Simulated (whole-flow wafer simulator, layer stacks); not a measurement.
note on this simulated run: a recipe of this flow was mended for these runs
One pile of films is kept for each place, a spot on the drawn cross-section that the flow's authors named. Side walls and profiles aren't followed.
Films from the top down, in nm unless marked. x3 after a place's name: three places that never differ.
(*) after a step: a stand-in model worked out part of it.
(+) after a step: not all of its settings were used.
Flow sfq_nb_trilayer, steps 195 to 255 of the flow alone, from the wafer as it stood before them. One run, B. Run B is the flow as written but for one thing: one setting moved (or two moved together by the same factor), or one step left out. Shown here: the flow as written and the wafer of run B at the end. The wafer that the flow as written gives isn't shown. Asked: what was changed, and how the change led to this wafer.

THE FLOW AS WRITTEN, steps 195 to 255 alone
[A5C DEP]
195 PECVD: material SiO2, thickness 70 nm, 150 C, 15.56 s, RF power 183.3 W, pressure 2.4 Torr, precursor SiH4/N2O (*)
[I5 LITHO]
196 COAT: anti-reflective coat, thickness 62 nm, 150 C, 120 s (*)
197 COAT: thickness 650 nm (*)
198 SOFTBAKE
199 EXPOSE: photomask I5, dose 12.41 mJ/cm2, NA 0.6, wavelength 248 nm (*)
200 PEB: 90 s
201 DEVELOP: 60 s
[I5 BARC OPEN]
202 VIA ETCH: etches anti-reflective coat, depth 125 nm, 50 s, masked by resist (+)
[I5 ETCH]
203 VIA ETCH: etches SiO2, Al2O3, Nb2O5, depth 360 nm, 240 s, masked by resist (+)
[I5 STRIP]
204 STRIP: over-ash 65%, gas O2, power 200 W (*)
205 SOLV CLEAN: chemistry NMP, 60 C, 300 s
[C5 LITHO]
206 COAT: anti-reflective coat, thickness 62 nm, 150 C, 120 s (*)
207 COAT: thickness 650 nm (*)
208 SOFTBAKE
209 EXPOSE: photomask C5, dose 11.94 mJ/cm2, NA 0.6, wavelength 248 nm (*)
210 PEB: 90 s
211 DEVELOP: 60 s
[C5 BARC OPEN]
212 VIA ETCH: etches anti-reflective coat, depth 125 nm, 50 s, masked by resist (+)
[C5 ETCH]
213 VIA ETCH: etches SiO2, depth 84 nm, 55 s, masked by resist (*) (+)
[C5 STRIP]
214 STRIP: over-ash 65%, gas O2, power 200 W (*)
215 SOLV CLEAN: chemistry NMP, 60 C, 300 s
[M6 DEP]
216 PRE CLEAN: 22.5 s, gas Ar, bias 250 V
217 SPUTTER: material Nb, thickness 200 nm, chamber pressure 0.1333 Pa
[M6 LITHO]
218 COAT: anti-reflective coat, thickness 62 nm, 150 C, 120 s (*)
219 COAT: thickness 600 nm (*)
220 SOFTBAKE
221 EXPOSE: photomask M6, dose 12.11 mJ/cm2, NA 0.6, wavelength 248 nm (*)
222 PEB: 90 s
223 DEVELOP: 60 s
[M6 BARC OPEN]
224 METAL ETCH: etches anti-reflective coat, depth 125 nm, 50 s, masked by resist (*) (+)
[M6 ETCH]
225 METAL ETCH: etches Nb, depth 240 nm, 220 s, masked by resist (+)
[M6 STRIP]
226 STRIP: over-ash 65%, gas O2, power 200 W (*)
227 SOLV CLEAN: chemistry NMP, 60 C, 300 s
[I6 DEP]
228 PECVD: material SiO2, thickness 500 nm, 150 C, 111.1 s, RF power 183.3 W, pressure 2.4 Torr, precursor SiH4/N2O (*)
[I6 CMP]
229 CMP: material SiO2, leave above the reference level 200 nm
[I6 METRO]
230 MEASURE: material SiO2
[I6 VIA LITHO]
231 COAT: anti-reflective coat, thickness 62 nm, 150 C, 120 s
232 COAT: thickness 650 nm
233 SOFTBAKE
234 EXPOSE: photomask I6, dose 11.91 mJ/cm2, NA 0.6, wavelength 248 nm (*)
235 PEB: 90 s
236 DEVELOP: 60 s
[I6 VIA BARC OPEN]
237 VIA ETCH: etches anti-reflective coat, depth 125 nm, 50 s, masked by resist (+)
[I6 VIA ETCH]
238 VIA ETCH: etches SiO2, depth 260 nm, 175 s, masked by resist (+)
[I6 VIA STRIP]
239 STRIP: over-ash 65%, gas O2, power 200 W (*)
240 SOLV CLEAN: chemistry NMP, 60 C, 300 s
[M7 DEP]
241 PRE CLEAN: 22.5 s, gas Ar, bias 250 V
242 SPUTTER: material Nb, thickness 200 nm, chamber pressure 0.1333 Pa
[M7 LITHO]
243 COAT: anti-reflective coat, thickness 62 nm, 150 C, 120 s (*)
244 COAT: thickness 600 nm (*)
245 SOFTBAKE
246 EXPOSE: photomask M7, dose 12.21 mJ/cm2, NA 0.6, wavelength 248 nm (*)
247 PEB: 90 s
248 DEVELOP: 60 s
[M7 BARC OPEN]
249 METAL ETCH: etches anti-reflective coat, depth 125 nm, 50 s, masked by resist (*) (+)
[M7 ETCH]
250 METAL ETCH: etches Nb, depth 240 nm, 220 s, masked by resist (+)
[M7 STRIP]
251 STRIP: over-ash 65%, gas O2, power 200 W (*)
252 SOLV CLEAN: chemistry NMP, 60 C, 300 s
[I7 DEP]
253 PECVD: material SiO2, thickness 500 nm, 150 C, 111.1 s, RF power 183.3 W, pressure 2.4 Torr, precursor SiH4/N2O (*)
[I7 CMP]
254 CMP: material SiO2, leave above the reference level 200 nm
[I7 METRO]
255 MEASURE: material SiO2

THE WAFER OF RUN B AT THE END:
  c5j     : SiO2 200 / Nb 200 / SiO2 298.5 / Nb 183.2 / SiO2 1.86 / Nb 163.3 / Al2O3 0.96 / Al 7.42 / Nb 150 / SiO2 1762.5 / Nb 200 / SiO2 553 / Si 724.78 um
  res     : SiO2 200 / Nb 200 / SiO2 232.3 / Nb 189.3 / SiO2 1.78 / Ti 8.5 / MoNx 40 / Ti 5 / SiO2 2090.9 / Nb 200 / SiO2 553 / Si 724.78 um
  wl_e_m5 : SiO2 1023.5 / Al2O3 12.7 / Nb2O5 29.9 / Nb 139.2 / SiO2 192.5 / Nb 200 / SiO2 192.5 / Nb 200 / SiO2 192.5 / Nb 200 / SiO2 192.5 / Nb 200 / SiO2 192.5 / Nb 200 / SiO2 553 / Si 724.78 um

The cause: step 195, PECVD: 20.81 s was run, where the flow has 15.56 s.

How the change led to this, step by step:
  195 PECVD: material SiO2, thickness 70 nm, 150 C, 15.56 s, RF power 183.3 W, pressure 2.4 Torr, precursor SiH4/N2O (*)
      field_l, v_sur, via_wl and 92 more: SiO2 +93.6 (as written it would be: SiO2 +70)
      ce_l, c5j, ce_r and 8 more: SiO2 +93.6 (new film) (as written it would be: SiO2 +70 (new film))
  196 COAT: anti-reflective coat, thickness 62 nm, 150 C, 120 s (*)
      r5r_line_l, r5r_line_c, r5r_line_r: anti-reflective coat +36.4 (new film) (as written it would be: anti-reflective coat +35.5 (new film))
  203 VIA ETCH: etches SiO2, Al2O3, Nb2O5, depth 360 nm, 240 s, masked by resist (+)
      be: SiO2 -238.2 (all of it), Al2O3 -12.7 (all of it), Nb2O5 -29.9 (all of it), Nb -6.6 (as written it would be: SiO2 -214.5 (all of it), Al2O3 -12.7 (all of it), Nb2O5 -29.9 (all of it), Nb -8.57)
  204 STRIP: over-ash 65%, gas O2, power 200 W (*)
      r5r_line_l, r5r_line_c, r5r_line_r: KrF-resist-other-grade -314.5 (all of it), anti-reflective coat -36.4 (all of it) (as written it would be: KrF-resist-other-grade -314.5 (all of it), anti-reflective coat -35.5 (all of it))
  206 COAT: anti-reflective coat, thickness 62 nm, 150 C, 120 s (*)
      r5r_line_l, r5r_line_c, r5r_line_r: anti-reflective coat +36.4 (new film) (as written it would be: anti-reflective coat +35.5 (new film))
      be: anti-reflective coat +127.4 (new film) (as written it would be: anti-reflective coat +124.3 (new film))
  213 VIA ETCH: etches SiO2, depth 84 nm, 55 s, masked by resist (*) (+)
      c5j: SiO2 -84 (as written it would be: SiO2 -69.7 (all of it), Nb -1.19)
      res: SiO2 -84 (as written it would be: SiO2 -69.7 (all of it), Ti -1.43)
  214 STRIP: over-ash 65%, gas O2, power 200 W (*)
      r5r_line_l, r5r_line_c: KrF-resist-other-grade -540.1 (all of it), anti-reflective coat -36.4 (all of it) (as written it would be: KrF-resist-other-grade -540 (all of it), anti-reflective coat -35.5 (all of it))
      be: KrF-resist-other-grade -721.4 (all of it), anti-reflective coat -127.4 (all of it) (as written it would be: KrF-resist-other-grade -705.8 (all of it), anti-reflective coat -124.3 (all of it))
      (and at 1 more place)
  216 PRE CLEAN: 22.5 s, gas Ar, bias 250 V
      c5j: SiO2 -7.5 (as written it would be: Nb -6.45)
      res: SiO2 -7.5 (as written it would be: Ti -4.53)
  217 SPUTTER: material Nb, thickness 200 nm, chamber pressure 0.1333 Pa
      c5j: Nb +183.2 (new film) (as written it would be: Nb +188.4)
      be: Nb +141 (as written it would be: Nb +145.8)
  218 COAT: anti-reflective coat, thickness 62 nm, 150 C, 120 s (*)
      be: anti-reflective coat +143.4 (new film) (as written it would be: anti-reflective coat +139.6 (new film))
      jj_sur: anti-reflective coat +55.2 (new film) (as written it would be: anti-reflective coat +57.9 (new film))
      (and at 7 more places)
  219 COAT: thickness 600 nm (*)
      be: KrF-resist-other-grade +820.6 (new film) (as written it would be: KrF-resist-other-grade +795.2 (new film))
  226 STRIP: over-ash 65%, gas O2, power 200 W (*)
      be: KrF-resist-other-grade -584.7 (all of it), anti-reflective coat -143.4 (all of it) (as written it would be: KrF-resist-other-grade -559.4 (all of it), anti-reflective coat -139.6 (all of it))
      jj_sur: KrF-resist-other-grade -363.6 (all of it), anti-reflective coat -55.2 (all of it) (as written it would be: KrF-resist-other-grade -361.7 (all of it), anti-reflective coat -57.9 (all of it))
      (and at 7 more places)
  228 PECVD: material SiO2, thickness 500 nm, 150 C, 111.1 s, RF power 183.3 W, pressure 2.4 Torr, precursor SiH4/N2O (*)
      be: SiO2 +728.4 (new film) (as written it would be: SiO2 +702 (new film))
      c5j: SiO2 +534 (new film) (as written it would be: SiO2 +514.7 (new film))
  229 CMP: material SiO2, leave above the reference level 200 nm
      res: SiO2 -260.2 (as written it would be: SiO2 -279.3)
Counting metal films that touch as one body, c5j has 5 bodies (between them, from the top down: SiO2 298.5; SiO2 1.86; Al2O3 0.96; SiO2 1762.5); the flow as written gives 4 bodies (between them, from the top down: SiO2 279.2; Al2O3 0.96; SiO2 1762.5).
Counting metal films that touch as one body, res has 4 bodies (between them, from the top down: SiO2 232.3; SiO2 1.78; SiO2 2090.9); the flow as written gives 3 bodies (between them, from the top down: SiO2 213.2; SiO2 2090.9).
